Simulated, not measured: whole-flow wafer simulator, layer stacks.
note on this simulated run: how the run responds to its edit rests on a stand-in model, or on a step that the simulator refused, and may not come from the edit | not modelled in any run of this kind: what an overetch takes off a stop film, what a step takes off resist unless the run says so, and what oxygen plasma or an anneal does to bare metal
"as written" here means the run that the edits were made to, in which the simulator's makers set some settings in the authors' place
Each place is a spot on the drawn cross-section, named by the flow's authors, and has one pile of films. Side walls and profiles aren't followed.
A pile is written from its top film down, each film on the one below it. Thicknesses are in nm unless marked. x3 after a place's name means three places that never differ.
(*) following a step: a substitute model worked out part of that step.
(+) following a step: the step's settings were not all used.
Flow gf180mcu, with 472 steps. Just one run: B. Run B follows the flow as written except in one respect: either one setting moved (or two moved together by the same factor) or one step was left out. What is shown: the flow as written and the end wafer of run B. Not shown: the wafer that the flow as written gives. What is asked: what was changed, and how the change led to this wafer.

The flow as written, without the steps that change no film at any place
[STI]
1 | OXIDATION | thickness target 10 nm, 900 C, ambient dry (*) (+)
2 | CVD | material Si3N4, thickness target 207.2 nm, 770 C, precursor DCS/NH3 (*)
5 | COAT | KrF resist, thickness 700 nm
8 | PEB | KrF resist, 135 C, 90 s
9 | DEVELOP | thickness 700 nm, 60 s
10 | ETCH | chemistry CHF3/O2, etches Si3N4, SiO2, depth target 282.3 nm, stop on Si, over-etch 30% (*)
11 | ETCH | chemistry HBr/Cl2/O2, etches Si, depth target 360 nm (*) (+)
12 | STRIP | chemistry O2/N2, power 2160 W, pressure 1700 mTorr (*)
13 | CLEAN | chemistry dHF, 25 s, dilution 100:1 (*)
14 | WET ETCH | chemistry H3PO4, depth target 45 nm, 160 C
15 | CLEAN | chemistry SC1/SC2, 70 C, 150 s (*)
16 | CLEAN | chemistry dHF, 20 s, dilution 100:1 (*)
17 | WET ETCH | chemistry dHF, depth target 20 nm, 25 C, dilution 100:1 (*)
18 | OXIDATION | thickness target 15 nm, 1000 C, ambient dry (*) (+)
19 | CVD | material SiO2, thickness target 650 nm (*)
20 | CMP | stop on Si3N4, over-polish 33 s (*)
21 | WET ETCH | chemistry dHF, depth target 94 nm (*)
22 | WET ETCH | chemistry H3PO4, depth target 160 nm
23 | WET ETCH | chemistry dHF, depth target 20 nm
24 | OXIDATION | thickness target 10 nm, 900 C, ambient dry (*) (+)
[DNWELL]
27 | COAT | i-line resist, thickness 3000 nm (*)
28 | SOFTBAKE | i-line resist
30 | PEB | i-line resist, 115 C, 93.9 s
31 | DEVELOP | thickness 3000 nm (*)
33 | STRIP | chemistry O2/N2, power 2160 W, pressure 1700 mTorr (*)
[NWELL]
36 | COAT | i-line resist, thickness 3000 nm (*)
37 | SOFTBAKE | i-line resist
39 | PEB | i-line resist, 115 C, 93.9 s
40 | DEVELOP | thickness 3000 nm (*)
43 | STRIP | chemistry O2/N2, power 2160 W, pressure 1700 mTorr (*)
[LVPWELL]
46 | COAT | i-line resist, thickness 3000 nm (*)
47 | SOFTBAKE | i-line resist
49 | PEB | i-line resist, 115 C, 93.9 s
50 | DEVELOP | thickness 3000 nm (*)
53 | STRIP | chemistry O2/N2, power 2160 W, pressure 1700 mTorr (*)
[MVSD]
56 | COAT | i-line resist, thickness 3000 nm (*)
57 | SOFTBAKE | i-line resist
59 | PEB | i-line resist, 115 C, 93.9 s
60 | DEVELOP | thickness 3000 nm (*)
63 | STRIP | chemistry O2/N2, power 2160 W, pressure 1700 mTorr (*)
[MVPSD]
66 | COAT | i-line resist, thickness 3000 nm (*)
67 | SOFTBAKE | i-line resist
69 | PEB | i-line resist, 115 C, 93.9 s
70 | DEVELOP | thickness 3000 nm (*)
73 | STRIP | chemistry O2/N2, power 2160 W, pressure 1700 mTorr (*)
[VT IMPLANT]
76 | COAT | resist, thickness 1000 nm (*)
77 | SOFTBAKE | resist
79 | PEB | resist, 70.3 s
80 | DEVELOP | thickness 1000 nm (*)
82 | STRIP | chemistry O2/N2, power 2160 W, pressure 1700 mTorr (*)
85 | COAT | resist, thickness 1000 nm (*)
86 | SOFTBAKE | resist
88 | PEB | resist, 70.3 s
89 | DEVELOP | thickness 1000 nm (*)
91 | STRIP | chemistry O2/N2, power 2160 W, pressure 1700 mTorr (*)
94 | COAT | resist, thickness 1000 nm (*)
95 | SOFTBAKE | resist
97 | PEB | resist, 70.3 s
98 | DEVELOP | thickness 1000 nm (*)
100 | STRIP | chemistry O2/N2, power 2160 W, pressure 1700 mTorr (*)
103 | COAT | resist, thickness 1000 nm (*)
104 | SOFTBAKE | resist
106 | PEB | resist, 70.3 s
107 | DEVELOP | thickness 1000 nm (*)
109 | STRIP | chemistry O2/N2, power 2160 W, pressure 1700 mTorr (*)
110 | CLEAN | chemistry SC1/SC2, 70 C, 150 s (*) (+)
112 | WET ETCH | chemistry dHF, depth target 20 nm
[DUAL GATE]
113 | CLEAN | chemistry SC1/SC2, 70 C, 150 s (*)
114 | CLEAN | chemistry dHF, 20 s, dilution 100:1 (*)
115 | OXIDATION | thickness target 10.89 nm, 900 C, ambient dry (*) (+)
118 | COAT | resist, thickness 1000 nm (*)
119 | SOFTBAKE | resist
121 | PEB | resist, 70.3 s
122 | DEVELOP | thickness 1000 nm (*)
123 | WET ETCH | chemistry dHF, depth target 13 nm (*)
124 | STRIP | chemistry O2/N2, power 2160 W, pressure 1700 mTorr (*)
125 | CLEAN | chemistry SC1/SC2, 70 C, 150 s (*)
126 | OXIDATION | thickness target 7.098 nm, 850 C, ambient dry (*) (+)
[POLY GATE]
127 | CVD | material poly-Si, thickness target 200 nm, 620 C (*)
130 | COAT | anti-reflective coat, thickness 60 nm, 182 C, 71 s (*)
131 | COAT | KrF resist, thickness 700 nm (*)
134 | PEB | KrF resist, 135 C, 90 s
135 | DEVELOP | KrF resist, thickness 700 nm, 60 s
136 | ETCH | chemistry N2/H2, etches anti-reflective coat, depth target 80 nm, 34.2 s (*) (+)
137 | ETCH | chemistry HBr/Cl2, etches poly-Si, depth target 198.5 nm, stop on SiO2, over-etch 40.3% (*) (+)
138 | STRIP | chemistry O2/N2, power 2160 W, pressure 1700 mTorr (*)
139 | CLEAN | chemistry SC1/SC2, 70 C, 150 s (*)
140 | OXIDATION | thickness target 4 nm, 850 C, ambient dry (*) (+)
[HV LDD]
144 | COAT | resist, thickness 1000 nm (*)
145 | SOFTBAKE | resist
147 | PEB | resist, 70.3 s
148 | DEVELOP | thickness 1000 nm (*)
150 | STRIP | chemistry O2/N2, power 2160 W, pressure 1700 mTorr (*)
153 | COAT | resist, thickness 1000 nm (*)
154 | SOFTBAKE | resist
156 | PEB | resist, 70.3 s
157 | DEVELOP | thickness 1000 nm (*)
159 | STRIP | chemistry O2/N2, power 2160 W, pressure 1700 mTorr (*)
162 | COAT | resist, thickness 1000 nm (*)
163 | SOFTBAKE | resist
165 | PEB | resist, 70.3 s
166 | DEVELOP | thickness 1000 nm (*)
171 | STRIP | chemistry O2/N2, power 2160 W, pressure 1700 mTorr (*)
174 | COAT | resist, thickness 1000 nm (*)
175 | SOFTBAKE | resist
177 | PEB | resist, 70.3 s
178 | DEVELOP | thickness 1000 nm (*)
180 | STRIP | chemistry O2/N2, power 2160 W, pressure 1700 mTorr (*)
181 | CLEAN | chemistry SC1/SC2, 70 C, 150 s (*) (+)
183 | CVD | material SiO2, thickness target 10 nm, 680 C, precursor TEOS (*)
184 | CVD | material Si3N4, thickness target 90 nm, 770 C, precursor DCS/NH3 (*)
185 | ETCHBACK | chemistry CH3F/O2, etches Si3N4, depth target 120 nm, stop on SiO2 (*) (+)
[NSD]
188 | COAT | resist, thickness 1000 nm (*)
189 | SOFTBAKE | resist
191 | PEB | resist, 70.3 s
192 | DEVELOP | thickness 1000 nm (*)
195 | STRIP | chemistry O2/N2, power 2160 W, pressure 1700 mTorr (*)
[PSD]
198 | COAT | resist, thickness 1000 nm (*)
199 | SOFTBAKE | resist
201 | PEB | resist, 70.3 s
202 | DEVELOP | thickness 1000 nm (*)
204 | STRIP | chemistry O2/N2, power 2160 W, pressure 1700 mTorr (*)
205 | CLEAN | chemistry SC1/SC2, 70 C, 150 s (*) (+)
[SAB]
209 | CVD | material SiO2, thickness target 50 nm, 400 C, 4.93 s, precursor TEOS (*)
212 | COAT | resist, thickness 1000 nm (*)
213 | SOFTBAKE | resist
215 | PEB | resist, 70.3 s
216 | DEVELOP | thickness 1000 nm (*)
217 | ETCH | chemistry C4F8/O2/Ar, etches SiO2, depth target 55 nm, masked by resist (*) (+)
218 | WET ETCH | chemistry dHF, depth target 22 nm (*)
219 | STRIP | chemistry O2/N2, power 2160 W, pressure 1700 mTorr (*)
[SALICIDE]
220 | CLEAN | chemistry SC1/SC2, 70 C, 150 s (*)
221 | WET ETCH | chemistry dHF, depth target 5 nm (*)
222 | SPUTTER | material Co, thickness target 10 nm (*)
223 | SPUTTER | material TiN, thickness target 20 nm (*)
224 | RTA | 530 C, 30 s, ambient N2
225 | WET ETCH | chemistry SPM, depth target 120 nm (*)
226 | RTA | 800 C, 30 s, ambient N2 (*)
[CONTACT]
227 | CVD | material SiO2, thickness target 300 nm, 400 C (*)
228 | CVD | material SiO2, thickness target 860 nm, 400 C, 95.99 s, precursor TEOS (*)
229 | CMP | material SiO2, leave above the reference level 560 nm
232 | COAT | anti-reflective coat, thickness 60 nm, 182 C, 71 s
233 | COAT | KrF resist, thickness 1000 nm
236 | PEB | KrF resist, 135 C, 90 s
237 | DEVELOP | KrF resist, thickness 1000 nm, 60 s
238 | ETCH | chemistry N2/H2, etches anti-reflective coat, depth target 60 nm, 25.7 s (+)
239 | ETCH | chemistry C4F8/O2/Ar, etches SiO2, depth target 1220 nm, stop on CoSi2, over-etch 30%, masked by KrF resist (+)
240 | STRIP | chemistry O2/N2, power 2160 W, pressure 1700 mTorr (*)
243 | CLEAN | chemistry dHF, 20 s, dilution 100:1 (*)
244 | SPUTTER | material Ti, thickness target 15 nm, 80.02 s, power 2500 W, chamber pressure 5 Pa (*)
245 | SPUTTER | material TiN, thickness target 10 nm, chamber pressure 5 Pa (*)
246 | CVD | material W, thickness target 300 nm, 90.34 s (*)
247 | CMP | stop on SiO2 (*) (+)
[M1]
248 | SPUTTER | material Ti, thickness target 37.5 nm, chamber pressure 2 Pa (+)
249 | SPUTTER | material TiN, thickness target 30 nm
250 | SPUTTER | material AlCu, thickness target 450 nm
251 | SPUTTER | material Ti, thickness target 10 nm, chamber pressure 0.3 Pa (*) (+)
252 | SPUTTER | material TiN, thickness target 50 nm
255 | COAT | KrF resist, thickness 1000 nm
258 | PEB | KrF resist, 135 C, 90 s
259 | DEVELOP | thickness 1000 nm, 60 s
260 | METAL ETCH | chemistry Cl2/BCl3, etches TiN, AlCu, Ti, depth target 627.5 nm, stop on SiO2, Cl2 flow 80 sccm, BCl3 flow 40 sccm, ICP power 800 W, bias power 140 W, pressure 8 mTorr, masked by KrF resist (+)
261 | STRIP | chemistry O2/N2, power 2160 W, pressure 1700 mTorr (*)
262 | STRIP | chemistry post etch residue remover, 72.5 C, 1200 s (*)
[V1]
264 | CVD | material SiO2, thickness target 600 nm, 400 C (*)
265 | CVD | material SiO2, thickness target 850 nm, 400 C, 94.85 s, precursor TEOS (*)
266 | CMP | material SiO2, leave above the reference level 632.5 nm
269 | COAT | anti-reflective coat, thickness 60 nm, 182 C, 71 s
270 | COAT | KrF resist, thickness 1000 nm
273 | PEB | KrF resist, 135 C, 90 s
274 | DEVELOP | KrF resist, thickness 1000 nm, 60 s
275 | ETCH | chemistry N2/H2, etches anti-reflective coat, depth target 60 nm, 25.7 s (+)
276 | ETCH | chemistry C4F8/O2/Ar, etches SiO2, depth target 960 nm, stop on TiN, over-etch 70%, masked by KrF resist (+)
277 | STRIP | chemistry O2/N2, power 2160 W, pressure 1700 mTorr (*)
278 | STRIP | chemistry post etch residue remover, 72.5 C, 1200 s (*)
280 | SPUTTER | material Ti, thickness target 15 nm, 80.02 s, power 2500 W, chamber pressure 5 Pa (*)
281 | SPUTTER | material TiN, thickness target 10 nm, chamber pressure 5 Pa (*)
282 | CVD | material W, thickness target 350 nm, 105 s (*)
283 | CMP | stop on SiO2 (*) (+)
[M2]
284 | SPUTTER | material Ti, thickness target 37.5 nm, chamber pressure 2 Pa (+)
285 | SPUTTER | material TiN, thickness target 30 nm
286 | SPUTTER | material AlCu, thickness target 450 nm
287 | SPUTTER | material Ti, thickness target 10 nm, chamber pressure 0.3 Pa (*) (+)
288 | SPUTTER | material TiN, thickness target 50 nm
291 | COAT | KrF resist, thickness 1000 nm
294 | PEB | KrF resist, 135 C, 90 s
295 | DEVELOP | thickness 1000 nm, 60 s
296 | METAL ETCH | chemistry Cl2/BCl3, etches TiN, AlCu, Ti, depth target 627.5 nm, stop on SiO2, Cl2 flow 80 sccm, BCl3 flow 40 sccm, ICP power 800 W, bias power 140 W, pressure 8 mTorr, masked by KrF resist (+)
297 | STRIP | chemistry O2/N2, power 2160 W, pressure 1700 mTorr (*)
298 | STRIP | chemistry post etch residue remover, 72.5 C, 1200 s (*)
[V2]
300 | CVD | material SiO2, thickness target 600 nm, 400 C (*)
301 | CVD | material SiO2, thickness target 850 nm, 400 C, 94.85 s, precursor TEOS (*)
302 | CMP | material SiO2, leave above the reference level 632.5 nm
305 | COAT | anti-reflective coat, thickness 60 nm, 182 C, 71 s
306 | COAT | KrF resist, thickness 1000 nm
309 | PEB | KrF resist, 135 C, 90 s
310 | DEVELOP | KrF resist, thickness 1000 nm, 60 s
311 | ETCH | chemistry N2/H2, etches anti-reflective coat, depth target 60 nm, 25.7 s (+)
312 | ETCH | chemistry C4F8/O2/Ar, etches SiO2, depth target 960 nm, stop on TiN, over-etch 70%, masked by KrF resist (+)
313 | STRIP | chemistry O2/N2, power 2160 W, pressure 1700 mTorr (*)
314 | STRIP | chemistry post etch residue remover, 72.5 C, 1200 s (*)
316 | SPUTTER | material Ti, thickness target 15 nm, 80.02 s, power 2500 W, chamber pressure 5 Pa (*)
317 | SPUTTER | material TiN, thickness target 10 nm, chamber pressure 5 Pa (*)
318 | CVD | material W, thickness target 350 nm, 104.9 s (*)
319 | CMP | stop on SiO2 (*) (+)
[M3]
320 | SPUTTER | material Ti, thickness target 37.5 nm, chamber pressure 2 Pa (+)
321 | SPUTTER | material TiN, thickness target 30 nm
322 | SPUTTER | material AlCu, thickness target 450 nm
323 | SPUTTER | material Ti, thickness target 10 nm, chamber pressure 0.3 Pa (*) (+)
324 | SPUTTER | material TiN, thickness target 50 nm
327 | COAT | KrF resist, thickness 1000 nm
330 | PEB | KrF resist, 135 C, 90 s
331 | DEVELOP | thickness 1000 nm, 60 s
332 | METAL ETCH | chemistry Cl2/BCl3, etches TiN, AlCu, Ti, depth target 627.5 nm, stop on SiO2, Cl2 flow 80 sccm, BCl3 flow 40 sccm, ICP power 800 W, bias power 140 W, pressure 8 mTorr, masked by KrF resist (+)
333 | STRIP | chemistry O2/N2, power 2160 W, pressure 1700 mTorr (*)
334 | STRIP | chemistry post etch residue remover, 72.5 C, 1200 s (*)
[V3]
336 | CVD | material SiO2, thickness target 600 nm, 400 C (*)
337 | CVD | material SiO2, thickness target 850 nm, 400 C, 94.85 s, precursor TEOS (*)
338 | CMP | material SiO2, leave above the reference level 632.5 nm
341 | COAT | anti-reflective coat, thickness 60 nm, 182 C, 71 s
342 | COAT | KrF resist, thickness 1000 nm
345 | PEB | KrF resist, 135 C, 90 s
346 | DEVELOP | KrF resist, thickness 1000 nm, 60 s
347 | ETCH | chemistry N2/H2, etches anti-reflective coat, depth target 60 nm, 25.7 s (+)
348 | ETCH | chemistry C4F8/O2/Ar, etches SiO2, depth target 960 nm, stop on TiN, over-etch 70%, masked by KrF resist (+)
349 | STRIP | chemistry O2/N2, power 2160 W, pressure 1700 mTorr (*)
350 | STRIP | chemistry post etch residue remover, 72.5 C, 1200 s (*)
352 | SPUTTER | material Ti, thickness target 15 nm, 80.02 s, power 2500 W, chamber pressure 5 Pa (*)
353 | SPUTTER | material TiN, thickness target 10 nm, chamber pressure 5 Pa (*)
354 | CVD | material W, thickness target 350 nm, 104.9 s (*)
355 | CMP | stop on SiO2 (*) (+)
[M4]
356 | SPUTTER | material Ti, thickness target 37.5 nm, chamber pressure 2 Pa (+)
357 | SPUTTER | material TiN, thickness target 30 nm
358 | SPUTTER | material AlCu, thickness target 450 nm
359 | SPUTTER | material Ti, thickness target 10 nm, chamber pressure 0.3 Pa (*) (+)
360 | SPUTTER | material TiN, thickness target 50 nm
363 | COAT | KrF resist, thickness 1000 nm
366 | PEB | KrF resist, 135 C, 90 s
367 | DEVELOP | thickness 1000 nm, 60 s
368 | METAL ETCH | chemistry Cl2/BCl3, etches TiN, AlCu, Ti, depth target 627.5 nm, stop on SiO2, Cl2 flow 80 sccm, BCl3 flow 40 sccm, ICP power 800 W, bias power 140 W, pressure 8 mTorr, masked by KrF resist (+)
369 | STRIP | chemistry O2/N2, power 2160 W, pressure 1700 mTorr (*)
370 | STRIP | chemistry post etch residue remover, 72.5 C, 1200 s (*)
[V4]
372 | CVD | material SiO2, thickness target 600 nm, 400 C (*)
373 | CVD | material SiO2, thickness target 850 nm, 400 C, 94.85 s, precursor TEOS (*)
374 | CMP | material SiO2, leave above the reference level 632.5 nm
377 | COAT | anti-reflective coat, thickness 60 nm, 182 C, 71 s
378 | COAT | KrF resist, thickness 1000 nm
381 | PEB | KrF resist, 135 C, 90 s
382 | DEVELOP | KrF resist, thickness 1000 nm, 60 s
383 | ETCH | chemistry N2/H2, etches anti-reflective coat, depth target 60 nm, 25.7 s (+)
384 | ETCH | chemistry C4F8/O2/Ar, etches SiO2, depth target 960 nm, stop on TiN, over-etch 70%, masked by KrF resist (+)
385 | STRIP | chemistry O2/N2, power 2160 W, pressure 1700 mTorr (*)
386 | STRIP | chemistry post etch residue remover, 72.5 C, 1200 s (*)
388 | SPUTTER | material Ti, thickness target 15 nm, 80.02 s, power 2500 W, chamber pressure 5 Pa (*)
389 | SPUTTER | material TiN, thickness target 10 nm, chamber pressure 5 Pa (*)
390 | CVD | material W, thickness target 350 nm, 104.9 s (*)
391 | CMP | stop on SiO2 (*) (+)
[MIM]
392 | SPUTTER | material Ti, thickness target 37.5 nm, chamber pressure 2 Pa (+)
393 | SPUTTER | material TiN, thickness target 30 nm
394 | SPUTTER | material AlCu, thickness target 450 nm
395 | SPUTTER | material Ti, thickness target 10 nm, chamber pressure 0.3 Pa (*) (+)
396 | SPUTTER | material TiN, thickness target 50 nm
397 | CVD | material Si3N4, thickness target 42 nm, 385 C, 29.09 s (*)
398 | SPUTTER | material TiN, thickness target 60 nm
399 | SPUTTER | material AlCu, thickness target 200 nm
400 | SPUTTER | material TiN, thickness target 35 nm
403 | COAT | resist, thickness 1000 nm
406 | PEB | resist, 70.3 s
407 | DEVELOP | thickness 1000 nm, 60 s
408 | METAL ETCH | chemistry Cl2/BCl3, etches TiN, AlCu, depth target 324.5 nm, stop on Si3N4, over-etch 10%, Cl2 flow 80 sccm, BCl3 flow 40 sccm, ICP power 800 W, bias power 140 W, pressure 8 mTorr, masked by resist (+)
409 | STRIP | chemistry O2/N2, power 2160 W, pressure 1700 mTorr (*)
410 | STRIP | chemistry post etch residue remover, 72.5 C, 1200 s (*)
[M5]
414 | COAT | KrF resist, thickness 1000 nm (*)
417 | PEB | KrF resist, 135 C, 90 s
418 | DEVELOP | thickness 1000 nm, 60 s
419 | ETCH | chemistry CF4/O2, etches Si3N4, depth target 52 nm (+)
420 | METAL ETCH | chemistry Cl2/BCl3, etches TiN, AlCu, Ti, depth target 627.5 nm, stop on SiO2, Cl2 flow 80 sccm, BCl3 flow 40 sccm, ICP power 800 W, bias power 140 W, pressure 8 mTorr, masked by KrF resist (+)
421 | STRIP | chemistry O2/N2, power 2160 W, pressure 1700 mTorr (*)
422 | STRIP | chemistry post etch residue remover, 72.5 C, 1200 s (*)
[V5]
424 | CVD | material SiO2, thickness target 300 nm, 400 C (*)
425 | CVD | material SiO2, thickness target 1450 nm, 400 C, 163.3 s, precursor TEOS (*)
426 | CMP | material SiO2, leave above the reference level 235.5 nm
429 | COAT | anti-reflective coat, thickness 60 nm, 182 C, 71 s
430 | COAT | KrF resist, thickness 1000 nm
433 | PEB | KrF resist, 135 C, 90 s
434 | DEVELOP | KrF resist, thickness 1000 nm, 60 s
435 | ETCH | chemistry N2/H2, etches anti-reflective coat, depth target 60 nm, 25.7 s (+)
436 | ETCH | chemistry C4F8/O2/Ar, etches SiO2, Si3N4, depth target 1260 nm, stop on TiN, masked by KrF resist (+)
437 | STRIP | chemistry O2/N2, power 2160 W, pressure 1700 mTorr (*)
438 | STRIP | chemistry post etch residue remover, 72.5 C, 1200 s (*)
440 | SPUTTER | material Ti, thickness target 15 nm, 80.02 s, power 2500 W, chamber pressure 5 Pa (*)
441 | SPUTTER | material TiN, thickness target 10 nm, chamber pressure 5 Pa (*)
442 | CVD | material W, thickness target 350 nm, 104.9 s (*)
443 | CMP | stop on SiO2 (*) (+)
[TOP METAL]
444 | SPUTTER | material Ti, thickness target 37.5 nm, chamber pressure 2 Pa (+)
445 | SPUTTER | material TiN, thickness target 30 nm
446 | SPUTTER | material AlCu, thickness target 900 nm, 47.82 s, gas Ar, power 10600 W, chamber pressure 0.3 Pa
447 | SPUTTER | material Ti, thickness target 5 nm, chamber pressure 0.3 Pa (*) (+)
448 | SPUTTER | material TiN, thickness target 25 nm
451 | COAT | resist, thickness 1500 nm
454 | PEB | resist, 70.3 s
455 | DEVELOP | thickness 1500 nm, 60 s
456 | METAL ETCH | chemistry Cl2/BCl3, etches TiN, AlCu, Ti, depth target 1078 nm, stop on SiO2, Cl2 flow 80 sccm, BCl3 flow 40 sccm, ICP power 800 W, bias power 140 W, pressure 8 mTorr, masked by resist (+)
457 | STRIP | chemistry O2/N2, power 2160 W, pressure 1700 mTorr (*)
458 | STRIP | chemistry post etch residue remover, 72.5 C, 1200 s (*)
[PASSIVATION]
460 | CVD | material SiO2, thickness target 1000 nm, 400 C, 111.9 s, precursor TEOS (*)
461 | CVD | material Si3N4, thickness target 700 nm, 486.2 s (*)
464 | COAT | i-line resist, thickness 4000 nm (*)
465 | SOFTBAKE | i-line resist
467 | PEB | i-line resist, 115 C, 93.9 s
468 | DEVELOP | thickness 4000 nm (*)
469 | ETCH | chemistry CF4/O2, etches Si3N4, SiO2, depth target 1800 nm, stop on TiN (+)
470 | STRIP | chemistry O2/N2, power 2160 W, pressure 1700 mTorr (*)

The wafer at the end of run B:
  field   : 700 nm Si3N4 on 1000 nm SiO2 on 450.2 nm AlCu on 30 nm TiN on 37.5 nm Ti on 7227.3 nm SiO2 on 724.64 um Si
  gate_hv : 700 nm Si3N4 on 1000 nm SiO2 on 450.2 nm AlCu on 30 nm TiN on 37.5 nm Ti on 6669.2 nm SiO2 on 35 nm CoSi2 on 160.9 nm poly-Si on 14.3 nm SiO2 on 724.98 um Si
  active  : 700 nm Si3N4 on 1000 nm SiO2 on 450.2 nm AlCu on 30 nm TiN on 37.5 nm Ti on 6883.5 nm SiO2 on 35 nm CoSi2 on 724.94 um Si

Cause: step 456, METAL ETCH: depth target 474.1 nm was run, while the flow as written has depth target 1078 nm.

How this came from the change, step by step:
  456 | METAL ETCH | chemistry Cl2/BCl3, etches TiN, AlCu, Ti, depth target 1078 nm, stop on SiO2, Cl2 flow 80 sccm, BCl3 flow 40 sccm, ICP power 800 W, bias power 140 W, pressure 8 mTorr, masked by resist (+)
      field, field__w1, field__w2 and 103 more: TiN loses 25 (all of it), Ti loses 5 (all of it), AlCu loses 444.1 (in the flow as written it would be: TiN loses 25 (all of it), Ti loses 5 (all of it), AlCu loses 900 (all of it), TiN loses 30 (all of it), Ti loses 37.5 (all of it))
      field__w8, contact, m1, m1__w1, pad, m1_nw: resist loses 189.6 (in the flow as written it would be: resist loses 431)
  457 | STRIP | chemistry O2/N2, power 2160 W, pressure 1700 mTorr (*)
      field__w8, contact, m1, m1__w1, pad, m1_nw: resist loses 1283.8 (all of it) (in the flow as written it would be: resist loses 1042.5 (all of it))
  458 | STRIP | chemistry post etch residue remover, 72.5 C, 1200 s (*)
      field, field__w1, field__w2 and 103 more: AlCu loses 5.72 (in the flow as written it would be: nothing)
  460 | CVD | material SiO2, thickness target 1000 nm, 400 C, 111.9 s, precursor TEOS (*)
      field, field__w1, field__w2 and 103 more: SiO2 gains 1000 (new film) (in the flow as written it would be: SiO2 gains 1000)
  464 | COAT | i-line resist, thickness 4000 nm (*)
      field: i-line resist gains 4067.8 (new film) (in the flow as written it would be: i-line resist gains 4171.5 (new film))
      field__w8: i-line resist gains 3557.3 (new film) (in the flow as written it would be: i-line resist gains 3093.1 (new film))
      (and at 11 other places as well)
  465 | SOFTBAKE | i-line resist
      gate: i-line resist loses 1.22 (in the flow as written it would be: i-line resist gains 1.79)
      field__w11, field__w13: i-line resist gains 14 (in the flow as written it would be: i-line resist gains 37.6)
      (and at 66 other places as well)
  467 | PEB | i-line resist, 115 C, 93.9 s
      field__w8, m1__w1: i-line resist loses 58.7 (in the flow as written it would be: i-line resist loses 49.2)
      contact, m1: i-line resist loses 58.9 (in the flow as written it would be: i-line resist loses 49.6)
      (and at 2 other places as well)
  468 | DEVELOP | thickness 4000 nm (*)
      pad: i-line resist loses 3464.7 (all of it) (in the flow as written it would be: i-line resist loses 2960.4 (all of it))
  470 | STRIP | chemistry O2/N2, power 2160 W, pressure 1700 mTorr (*)
      field__w8: i-line resist loses 2272.2 (all of it) (in the flow as written it would be: i-line resist loses 1775.9 (all of it))
      contact: i-line resist loses 2279.7 (all of it) (in the flow as written it would be: i-line resist loses 1798.3 (all of it))
      (and at 3 other places as well)
If metal films that touch count as one body, field has 1 body; the flow as written gives 0 bodies.
If metal films that touch count as one body, gate_hv has 2 bodies (between them, from the top down: SiO2 6669.2); the flow as written gives 1 body.
If metal films that touch count as one body, active has 2 bodies (between them, from the top down: SiO2 6883.5); the flow as written gives 1 body.
